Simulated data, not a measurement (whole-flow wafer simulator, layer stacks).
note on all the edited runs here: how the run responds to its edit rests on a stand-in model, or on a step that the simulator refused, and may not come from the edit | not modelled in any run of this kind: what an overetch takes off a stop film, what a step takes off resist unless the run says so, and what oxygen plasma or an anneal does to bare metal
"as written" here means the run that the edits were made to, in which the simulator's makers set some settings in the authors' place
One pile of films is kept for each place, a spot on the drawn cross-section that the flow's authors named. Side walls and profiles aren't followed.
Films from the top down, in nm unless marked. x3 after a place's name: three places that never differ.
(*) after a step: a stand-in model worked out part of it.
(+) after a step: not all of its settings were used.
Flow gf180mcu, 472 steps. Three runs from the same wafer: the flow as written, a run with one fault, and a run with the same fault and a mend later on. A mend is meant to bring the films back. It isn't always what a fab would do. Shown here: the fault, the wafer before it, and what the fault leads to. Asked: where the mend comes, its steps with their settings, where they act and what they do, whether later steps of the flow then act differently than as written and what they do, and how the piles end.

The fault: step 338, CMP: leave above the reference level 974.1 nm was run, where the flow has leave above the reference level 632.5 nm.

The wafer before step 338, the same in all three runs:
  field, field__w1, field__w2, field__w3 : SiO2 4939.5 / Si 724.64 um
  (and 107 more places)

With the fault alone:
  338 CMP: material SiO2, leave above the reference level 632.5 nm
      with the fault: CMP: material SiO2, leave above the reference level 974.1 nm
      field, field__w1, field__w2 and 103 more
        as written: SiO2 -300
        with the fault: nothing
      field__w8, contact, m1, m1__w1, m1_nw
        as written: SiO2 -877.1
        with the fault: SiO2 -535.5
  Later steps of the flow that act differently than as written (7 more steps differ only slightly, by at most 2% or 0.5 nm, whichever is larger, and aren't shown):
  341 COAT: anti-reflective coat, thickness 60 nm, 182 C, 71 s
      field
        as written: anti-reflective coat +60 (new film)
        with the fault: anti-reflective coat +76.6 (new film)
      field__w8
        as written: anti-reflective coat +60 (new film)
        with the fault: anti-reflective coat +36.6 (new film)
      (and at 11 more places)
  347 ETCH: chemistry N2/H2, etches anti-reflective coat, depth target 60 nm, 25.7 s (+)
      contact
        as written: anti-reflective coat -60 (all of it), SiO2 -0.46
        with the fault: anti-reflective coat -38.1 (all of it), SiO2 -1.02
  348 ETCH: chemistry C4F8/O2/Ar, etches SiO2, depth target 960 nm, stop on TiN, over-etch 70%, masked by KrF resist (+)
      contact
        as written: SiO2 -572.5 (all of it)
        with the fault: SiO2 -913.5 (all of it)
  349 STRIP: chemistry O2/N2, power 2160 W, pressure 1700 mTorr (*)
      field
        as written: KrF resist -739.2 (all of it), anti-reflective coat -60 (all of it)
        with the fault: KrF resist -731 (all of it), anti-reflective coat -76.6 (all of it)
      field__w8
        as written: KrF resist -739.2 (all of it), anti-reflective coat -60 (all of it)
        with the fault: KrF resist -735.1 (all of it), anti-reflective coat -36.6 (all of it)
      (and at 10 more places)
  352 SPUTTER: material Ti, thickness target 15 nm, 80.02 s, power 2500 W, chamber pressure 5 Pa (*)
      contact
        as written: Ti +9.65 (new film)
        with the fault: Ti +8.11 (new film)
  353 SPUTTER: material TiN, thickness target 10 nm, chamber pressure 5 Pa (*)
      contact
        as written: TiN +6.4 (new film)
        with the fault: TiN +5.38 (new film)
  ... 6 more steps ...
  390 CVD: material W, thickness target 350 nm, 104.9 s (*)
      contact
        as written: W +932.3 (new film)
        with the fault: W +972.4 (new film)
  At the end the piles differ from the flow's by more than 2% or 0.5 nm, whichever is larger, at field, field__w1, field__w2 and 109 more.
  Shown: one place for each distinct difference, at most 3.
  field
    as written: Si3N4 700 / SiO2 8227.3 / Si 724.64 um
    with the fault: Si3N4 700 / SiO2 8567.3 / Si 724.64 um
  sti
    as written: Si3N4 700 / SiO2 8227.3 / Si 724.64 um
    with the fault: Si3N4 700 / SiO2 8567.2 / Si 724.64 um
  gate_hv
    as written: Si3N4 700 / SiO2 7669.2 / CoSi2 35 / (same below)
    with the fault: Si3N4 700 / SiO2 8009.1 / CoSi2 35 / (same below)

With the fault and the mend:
  The mend comes after step 346.
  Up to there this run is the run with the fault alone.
  346a STRIP: chemistry O2/N2, power 2160 W, pressure 1700 mTorr (*)
      iso_ptap_pw, iso_ntap_nw, iso_nw_fld and 33 more
        KrF resist -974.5 (all of it), anti-reflective coat -60 (all of it)
      field__w6, field_sub, field_sub__w1 and 17 more
        KrF resist -974.9 (all of it), anti-reflective coat -60.1 (all of it)
      field__w2, field__w3, field__w7 and 10 more
        KrF resist -975 (all of it), anti-reflective coat -60.1 (all of it)
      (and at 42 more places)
  346b CMP: material SiO2, leave above the reference level 632.5 nm (the flow's step 338 once more)
      field, field__w1, field__w2 and 103 more
        SiO2 -300
      field__w8, contact, m1, m1__w1, m1_nw
        SiO2 -341.6
  346c HMDS: 120 C, 60 s (the flow's step 340 once more)
      changes no film at any place that is followed
  346d COAT: anti-reflective coat, thickness 60 nm, 182 C, 71 s (the flow's step 341 once more)
      field, field__w1, field__w2 and 108 more
        anti-reflective coat +60 (new film)
  346e COAT: KrF resist, thickness 1000 nm (the flow's step 342 once more)
      field, field__w1, field__w2 and 108 more
        KrF resist +1000 (new film)
  346f SOFTBAKE: KrF resist (the flow's step 343 once more)
      changes no film at any place that is followed
  346g EXPOSE: photomask Via3 (the flow's step 344 once more)
      changes no film at any place that is followed
  346h PEB: KrF resist, 135 C, 90 s (the flow's step 345 once more)
      field, field__w1, field__w2 and 108 more
        KrF resist -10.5
  346i DEVELOP: KrF resist, thickness 1000 nm, 60 s (the flow's step 346 once more)
      field, field__w1, field__w2 and 107 more
        KrF resist -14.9
      contact
        KrF resist -989.5 (all of it)
  No later step of the flow acts differently than as written at any place that is followed.
  At the end the piles are the same as the flow's at every place that both follow.
